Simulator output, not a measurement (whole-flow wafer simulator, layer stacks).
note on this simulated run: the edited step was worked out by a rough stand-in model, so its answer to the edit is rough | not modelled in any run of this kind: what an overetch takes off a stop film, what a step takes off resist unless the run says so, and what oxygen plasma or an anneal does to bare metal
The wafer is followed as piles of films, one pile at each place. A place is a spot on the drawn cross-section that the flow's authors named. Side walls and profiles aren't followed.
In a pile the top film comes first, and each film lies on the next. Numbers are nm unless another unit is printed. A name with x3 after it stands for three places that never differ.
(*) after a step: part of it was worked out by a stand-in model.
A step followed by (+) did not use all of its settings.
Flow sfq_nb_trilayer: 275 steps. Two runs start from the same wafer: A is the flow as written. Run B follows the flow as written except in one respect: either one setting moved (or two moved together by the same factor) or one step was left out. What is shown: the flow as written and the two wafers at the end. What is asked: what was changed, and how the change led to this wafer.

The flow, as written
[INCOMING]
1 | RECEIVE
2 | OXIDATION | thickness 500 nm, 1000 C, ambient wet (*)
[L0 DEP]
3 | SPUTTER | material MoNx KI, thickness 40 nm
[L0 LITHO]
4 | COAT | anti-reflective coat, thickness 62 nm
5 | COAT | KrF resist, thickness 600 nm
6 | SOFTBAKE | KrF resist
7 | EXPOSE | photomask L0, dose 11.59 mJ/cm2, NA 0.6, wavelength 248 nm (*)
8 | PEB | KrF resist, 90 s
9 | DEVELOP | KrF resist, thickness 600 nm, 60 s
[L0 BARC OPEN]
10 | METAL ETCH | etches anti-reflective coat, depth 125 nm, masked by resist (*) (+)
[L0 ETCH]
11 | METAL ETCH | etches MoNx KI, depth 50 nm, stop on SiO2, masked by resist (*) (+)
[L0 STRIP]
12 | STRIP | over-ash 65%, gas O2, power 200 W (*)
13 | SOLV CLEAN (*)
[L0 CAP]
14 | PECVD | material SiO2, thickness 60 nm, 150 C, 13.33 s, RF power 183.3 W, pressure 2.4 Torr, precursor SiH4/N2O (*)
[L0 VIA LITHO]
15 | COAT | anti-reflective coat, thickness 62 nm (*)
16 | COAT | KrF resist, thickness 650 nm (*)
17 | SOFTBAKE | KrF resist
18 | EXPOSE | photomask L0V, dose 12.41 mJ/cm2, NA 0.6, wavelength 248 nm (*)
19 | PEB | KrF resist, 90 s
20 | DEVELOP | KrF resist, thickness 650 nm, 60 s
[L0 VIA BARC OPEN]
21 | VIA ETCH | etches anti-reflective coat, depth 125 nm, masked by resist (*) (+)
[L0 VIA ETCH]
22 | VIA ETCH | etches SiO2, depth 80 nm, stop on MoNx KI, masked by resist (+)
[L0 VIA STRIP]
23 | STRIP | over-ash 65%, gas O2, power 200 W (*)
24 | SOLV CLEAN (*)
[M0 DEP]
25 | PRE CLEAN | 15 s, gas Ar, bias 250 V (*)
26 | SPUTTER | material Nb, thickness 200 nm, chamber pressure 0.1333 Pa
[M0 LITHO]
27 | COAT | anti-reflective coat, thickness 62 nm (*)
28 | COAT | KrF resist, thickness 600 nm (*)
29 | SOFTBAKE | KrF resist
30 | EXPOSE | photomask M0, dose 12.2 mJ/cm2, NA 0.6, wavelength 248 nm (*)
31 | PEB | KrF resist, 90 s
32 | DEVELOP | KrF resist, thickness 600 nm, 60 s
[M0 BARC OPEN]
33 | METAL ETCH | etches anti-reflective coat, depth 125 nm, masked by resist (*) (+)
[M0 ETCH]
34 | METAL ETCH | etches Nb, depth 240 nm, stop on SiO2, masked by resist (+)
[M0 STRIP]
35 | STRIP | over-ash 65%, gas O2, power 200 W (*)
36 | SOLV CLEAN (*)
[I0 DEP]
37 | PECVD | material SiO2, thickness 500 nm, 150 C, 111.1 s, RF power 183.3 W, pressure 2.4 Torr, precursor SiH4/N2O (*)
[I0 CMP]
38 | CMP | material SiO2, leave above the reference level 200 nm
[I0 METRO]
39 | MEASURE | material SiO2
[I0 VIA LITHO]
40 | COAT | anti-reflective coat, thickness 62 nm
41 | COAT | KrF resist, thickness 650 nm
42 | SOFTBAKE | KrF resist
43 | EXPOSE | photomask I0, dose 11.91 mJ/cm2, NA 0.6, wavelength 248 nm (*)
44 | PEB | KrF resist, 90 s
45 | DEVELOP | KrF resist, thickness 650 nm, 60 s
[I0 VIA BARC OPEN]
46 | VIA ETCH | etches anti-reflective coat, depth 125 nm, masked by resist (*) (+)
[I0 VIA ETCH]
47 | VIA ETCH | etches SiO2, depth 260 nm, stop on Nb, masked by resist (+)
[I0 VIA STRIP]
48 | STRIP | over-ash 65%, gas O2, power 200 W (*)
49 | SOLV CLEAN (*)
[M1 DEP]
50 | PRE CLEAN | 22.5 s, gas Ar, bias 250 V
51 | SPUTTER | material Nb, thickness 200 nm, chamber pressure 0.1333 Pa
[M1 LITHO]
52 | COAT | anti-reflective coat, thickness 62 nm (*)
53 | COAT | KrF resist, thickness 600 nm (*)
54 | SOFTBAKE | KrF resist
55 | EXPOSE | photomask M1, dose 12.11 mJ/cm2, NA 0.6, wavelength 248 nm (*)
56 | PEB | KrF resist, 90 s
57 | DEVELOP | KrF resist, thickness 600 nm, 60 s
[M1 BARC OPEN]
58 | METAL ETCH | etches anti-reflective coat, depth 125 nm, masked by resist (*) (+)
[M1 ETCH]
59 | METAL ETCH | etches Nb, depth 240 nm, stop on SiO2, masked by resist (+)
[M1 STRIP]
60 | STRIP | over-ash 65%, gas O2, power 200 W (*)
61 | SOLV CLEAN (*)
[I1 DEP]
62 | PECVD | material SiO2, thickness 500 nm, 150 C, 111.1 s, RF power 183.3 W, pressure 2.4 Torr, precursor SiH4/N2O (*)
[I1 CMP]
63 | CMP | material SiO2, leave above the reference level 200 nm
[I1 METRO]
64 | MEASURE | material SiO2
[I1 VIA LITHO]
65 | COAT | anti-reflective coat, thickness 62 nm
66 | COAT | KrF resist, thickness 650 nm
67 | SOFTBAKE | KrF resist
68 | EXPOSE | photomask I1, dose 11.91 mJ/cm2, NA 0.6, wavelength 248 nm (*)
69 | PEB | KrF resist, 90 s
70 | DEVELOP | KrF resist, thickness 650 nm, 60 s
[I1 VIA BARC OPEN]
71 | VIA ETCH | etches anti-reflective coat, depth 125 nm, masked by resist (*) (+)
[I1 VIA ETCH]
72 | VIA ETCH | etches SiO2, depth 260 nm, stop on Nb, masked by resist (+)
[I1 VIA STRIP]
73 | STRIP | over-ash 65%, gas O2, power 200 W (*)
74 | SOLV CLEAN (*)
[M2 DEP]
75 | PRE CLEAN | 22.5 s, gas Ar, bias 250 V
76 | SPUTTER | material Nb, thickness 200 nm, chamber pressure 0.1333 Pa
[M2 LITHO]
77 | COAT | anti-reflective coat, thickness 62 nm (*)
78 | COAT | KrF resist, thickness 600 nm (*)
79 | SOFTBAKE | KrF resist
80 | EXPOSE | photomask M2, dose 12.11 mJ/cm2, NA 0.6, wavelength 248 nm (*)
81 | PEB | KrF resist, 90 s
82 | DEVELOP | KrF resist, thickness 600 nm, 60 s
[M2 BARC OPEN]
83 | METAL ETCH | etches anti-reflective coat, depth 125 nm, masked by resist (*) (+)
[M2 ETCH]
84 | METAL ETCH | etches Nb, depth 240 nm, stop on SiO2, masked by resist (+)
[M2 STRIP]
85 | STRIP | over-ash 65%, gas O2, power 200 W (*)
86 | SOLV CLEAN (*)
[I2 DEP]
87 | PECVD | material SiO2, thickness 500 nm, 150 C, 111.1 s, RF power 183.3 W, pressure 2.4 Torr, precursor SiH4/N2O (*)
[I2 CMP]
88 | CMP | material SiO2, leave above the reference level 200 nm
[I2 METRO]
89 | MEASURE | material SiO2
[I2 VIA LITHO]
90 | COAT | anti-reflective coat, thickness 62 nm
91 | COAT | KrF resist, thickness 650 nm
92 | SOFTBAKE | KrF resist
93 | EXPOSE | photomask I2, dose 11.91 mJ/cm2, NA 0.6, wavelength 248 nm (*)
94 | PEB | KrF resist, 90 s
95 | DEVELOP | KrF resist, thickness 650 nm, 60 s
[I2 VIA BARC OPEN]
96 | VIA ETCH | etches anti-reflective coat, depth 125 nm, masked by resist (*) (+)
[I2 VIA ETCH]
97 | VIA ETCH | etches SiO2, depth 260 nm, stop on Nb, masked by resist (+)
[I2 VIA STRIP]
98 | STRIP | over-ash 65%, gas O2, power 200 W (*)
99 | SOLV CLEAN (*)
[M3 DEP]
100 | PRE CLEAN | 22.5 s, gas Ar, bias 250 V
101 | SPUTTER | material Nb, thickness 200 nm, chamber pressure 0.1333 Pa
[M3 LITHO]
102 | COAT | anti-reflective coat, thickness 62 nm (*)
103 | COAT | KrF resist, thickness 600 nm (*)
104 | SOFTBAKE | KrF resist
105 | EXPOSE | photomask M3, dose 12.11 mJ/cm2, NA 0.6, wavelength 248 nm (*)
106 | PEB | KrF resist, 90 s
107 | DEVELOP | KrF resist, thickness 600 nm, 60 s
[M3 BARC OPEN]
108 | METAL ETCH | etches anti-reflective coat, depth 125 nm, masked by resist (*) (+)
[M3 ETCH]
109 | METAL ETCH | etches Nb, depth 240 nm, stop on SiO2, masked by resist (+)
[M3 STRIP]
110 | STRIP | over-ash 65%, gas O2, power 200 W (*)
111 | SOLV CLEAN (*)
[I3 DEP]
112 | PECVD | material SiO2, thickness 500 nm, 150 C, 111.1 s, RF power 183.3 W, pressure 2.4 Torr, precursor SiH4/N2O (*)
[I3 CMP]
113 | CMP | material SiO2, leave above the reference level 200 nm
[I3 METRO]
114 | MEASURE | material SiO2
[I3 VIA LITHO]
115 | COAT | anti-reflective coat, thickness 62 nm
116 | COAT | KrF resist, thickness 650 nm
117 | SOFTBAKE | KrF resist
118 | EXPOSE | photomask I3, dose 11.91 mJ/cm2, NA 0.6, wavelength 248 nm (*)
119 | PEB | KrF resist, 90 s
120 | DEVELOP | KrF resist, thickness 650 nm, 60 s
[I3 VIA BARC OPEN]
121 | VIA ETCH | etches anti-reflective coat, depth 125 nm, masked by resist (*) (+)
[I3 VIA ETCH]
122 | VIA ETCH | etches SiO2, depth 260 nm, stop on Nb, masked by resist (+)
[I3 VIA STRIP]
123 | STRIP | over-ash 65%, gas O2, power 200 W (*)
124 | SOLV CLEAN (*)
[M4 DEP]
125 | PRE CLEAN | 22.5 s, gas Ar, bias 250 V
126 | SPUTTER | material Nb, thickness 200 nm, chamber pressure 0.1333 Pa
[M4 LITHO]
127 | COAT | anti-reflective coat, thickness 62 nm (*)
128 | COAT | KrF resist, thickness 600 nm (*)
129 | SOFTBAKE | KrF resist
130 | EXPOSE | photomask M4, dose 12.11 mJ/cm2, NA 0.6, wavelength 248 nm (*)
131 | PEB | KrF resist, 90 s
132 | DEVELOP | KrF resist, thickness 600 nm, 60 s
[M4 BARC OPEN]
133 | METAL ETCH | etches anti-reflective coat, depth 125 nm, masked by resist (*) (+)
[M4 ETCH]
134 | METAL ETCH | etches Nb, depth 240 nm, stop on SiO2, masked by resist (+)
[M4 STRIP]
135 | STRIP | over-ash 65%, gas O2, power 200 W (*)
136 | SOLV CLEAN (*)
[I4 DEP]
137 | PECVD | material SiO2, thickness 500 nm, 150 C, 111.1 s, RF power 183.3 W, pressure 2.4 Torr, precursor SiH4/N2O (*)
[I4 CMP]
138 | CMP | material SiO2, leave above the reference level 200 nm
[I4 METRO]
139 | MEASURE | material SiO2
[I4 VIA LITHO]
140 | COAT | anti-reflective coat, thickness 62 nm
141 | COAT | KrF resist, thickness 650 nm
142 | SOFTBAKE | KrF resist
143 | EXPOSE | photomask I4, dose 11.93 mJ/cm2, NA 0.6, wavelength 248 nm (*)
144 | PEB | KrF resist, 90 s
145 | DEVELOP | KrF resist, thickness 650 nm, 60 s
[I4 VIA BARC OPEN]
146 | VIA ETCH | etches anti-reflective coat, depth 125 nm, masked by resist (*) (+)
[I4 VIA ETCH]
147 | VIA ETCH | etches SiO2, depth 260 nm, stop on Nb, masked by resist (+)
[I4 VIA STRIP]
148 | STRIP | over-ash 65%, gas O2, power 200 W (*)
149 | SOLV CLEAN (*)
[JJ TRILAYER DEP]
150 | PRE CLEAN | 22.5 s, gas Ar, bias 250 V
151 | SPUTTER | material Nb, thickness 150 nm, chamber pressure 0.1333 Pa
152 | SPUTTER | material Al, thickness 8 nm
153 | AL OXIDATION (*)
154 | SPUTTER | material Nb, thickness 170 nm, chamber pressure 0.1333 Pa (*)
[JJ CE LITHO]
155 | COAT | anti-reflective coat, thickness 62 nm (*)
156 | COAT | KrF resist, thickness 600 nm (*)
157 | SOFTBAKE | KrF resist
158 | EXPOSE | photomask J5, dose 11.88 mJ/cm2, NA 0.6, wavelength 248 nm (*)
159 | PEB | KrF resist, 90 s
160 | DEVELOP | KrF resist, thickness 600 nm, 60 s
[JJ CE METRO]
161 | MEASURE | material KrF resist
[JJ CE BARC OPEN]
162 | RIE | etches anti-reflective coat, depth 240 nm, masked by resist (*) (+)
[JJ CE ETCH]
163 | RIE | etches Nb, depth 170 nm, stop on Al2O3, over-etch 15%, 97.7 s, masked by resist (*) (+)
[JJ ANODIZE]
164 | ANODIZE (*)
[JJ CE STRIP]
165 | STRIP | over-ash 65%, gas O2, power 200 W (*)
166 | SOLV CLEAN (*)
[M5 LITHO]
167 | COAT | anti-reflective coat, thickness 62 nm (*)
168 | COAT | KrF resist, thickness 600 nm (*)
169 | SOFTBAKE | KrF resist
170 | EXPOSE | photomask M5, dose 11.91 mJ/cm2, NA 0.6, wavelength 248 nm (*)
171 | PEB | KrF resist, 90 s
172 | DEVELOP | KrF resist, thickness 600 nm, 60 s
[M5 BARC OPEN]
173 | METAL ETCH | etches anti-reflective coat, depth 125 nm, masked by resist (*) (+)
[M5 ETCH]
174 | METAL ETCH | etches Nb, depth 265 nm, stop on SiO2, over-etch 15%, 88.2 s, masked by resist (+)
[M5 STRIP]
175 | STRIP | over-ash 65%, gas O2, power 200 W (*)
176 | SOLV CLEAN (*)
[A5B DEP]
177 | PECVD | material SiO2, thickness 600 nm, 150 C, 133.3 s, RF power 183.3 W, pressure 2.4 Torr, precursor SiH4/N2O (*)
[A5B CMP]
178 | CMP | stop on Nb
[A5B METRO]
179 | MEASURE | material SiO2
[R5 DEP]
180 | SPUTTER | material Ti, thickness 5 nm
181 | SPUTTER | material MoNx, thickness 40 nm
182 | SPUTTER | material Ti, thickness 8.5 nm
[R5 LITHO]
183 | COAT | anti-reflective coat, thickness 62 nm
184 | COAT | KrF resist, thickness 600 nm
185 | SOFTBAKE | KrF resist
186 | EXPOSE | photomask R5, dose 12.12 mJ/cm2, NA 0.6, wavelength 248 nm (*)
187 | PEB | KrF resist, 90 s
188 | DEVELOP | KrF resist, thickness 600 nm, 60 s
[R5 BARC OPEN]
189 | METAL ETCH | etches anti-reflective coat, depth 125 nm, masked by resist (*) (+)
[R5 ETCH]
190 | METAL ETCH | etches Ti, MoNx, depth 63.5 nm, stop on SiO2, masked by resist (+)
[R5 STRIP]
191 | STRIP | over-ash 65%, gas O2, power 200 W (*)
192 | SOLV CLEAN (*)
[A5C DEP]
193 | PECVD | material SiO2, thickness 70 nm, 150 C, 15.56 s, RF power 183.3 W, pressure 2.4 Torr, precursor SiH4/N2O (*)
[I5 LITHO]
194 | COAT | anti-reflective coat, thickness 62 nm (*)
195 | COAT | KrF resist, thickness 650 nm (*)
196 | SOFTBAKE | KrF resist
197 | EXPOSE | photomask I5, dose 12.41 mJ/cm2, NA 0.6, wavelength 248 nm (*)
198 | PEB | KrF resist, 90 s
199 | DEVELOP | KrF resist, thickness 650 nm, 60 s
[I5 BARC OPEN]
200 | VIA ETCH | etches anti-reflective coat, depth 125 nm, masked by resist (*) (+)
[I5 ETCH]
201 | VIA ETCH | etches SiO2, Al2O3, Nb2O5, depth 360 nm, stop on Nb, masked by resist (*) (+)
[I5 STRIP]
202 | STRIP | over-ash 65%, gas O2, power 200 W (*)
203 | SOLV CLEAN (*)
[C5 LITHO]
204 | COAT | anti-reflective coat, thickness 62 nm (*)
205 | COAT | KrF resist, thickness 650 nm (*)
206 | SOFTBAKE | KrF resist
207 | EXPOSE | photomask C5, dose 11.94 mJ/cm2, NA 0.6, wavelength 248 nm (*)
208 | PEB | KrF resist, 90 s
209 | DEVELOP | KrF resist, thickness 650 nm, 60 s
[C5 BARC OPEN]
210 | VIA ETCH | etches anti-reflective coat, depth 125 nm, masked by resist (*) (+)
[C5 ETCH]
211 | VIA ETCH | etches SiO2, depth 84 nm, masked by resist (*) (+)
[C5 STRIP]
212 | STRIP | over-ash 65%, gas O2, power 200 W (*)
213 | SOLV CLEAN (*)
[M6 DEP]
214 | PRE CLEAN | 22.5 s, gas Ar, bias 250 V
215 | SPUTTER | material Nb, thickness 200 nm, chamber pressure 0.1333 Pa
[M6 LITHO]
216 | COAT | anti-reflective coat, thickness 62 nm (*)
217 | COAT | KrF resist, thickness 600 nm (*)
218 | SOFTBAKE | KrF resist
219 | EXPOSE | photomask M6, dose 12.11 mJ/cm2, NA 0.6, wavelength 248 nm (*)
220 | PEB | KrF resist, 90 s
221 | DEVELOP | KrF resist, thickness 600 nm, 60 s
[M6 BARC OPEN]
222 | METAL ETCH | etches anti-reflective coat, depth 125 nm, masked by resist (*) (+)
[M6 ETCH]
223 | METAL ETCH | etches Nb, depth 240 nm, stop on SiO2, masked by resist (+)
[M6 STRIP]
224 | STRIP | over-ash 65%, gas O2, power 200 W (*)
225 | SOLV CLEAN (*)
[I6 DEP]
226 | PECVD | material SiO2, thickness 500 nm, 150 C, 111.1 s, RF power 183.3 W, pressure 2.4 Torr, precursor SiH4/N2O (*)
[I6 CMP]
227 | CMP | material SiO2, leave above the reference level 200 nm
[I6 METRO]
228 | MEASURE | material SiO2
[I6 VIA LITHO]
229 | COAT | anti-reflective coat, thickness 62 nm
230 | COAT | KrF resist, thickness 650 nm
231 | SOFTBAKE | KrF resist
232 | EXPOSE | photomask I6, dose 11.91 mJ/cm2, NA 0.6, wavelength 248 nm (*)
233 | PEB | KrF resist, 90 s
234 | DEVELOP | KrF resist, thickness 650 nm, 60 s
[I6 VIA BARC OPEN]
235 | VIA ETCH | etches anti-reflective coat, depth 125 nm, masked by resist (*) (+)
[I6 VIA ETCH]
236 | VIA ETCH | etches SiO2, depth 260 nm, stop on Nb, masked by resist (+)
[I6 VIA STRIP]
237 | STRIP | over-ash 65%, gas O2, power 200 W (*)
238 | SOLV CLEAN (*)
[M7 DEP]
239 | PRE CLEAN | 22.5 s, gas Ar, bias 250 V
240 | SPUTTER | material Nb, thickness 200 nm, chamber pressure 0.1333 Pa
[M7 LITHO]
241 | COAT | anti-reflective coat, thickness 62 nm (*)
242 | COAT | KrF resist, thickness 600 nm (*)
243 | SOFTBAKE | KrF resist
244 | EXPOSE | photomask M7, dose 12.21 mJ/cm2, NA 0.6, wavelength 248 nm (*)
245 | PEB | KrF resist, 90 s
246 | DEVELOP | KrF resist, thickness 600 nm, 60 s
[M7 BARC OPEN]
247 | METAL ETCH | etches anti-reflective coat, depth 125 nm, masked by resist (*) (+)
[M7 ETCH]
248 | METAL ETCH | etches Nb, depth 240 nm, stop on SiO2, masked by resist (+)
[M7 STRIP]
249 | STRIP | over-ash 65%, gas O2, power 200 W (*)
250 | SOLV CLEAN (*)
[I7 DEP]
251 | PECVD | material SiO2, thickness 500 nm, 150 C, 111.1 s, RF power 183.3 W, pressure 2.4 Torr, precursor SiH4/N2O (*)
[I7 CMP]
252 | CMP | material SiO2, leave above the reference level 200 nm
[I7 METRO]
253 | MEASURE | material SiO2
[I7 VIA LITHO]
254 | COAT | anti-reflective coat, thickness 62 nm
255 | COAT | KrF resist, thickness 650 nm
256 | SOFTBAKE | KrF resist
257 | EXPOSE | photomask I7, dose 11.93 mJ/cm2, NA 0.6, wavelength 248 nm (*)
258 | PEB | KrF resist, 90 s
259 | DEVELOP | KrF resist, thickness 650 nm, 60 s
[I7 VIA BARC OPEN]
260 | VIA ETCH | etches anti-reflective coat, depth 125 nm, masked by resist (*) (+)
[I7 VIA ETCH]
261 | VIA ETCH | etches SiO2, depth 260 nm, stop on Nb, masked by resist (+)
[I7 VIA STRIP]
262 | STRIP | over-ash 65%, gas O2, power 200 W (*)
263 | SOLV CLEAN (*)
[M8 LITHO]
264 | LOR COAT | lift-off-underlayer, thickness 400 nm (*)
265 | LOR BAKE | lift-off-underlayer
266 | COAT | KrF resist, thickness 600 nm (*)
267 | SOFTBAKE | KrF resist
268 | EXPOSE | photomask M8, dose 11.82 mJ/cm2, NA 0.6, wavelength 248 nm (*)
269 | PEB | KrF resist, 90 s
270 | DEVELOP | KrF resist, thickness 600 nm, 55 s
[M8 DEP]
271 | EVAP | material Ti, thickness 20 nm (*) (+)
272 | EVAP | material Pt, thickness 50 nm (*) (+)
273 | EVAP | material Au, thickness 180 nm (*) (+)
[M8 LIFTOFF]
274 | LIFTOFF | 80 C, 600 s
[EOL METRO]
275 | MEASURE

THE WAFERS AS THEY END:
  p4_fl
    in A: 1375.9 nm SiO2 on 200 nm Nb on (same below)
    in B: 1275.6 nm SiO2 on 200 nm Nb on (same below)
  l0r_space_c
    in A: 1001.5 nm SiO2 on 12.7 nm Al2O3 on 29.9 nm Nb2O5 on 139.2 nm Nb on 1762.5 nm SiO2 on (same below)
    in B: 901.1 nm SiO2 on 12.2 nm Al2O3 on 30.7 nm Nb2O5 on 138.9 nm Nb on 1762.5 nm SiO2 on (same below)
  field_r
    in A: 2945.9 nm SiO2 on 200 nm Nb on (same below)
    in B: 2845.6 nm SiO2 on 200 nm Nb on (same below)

What caused this: step 154, SPUTTER: thickness 69.7 nm was run, though the flow has thickness 170 nm.

The path from the change to this, step by step:
  154 | SPUTTER | material Nb, thickness 170 nm, chamber pressure 0.1333 Pa (*)
      field_l, v_sur, via_sp and 100 more: A Nb gains 170 (new film) | B Nb gains 69.7 (new film)
      via_wl, via_wr: A Nb gains 140.7 (new film) | B Nb gains 42.5 (new film)
      (as well as at 1 more place)
  155 | COAT | anti-reflective coat, thickness 62 nm (*)
      via_wl, via_wr: A anti-reflective coat gains 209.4 (new film) | B anti-reflective coat gains 217.7 (new film)
  156 | COAT | KrF resist, thickness 600 nm (*)
      via_w: A KrF resist gains 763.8 (new film) | B KrF resist gains 747.9 (new film)
  160 | DEVELOP | KrF resist, thickness 600 nm, 60 s
      via_w: A KrF resist loses 762.1 (all of it) | B KrF resist loses 746.3 (all of it)
  162 | RIE | etches anti-reflective coat, depth 240 nm, masked by resist (*) (+)
      ce_l, c5j, ce_r, wl_jj: A KrF resist loses 209.4 | B KrF resist loses 217.7
      via_wl, via_wr: A anti-reflective coat loses 209.4 (all of it) | B anti-reflective coat loses 217.7 (all of it)
  163 | RIE | etches Nb, depth 170 nm, stop on Al2O3, over-etch 15%, 97.7 s, masked by resist (*) (+)
      field_l, v_sur, via_sp and 96 more: A Nb loses 170 (all of it), Al2O3 loses 0.51 | B Nb loses 69.7 (all of it), Al2O3 loses 0.96 (all of it)
      via_wl, via_wr: A Nb loses 140.7 (all of it), Al2O3 loses 0.96 (all of it) | B Nb loses 42.5 (all of it), Al2O3 loses 0.96 (all of it)
      (as well as at 1 more place)
  164 | ANODIZE (*)
      field_l, v_sur, via_sp and 96 more: A Al2O3 gains 12.2, Nb2O5 gains 29.9 (new film), Al loses 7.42 (all of it), Nb loses 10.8 | B Al2O3 gains 12.2 (new film), Nb2O5 gains 30.7 (new film), Al loses 7.42 (all of it), Nb loses 11.1
  165 | STRIP | over-ash 65%, gas O2, power 200 W (*)
      ce_l: A KrF resist loses 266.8 (all of it), anti-reflective coat loses 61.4 (all of it) | B KrF resist loses 258.6 (all of it), anti-reflective coat loses 61.5 (all of it)
      c5j: A KrF resist loses 266.9 (all of it), anti-reflective coat loses 61.5 (all of it) | B KrF resist loses 258.6 (all of it), anti-reflective coat loses 61.5 (all of it)
      (as well as at 2 more places)
  167 | COAT | anti-reflective coat, thickness 62 nm (*)
      wl_j_sl, wl_j_sr: A anti-reflective coat gains 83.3 (new film) | B anti-reflective coat gains 70.1 (new film)
      gap: A anti-reflective coat gains 58.9 (new film) | B anti-reflective coat gains 61.4 (new film)
      (as well as at 8 more places)
  168 | COAT | KrF resist, thickness 600 nm (*)
      ce_l: A KrF resist gains 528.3 (new film) | B KrF resist gains 580.8 (new film)
      c5j: A KrF resist gains 507.6 (new film) | B KrF resist gains 571.6 (new film)
      (as well as at 2 more places)
  173 | METAL ETCH | etches anti-reflective coat, depth 125 nm, masked by resist (*) (+)
      wl_a_sl: A anti-reflective coat loses 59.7 (all of it), Al2O3 loses 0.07 | B anti-reflective coat loses 62.1 (all of it)
  174 | METAL ETCH | etches Nb, depth 265 nm, stop on SiO2, over-etch 15%, 88.2 s, masked by resist (+)
      field_l, r_sur, res and 50 more: A Al2O3 loses 12.6 (all of it), Nb2O5 loses 29.9 (all of it), Nb loses 139.2 (all of it), SiO2 loses 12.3 | B Al2O3 loses 12.2 (all of it), Nb2O5 loses 30.7 (all of it), Nb loses 138.9 (all of it), SiO2 loses 12.3
  175 | STRIP | over-ash 65%, gas O2, power 200 W (*)
      wl_j_sl, wl_j_sr: A KrF resist loses 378 (all of it), anti-reflective coat loses 83.3 (all of it) | B KrF resist loses 371.3 (all of it), anti-reflective coat loses 70.1 (all of it)
      gap: A KrF resist loses 383.4 (all of it), anti-reflective coat loses 58.9 (all of it) | B KrF resist loses 372.5 (all of it), anti-reflective coat loses 61.4 (all of it)
      (as well as at 7 more places)
  178 | CMP | stop on Nb
      v_sur, via_sp, via_v and 43 more: A SiO2 loses 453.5 | B SiO2 loses 553.9
      field_l, p4_fl, p4_fm and 39 more: A SiO2 loses 259.3 | B SiO2 loses 359.6
      (as well as at 14 more places)
  201 | VIA ETCH | etches SiO2, Al2O3, Nb2O5, depth 360 nm, stop on Nb, masked by resist (*) (+)
      be: A SiO2 loses 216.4 (all of it), Al2O3 loses 12.7 (all of it), Nb2O5 loses 29.9 (all of it) | B SiO2 loses 116 (all of it), Al2O3 loses 12.2 (all of it), Nb2O5 loses 30.7 (all of it)
  204 | COAT | anti-reflective coat, thickness 62 nm (*)
      wire: A anti-reflective coat gains 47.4 (new film) | B anti-reflective coat gains 50.3 (new film)
      be: A anti-reflective coat gains 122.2 (new film) | B anti-reflective coat gains 107.4 (new film)
      (as well as at 1 more place)
  ... 7 other steps ...
  227 | CMP | material SiO2, leave above the reference level 200 nm
      be: A SiO2 loses 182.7 | B SiO2 loses 157.1
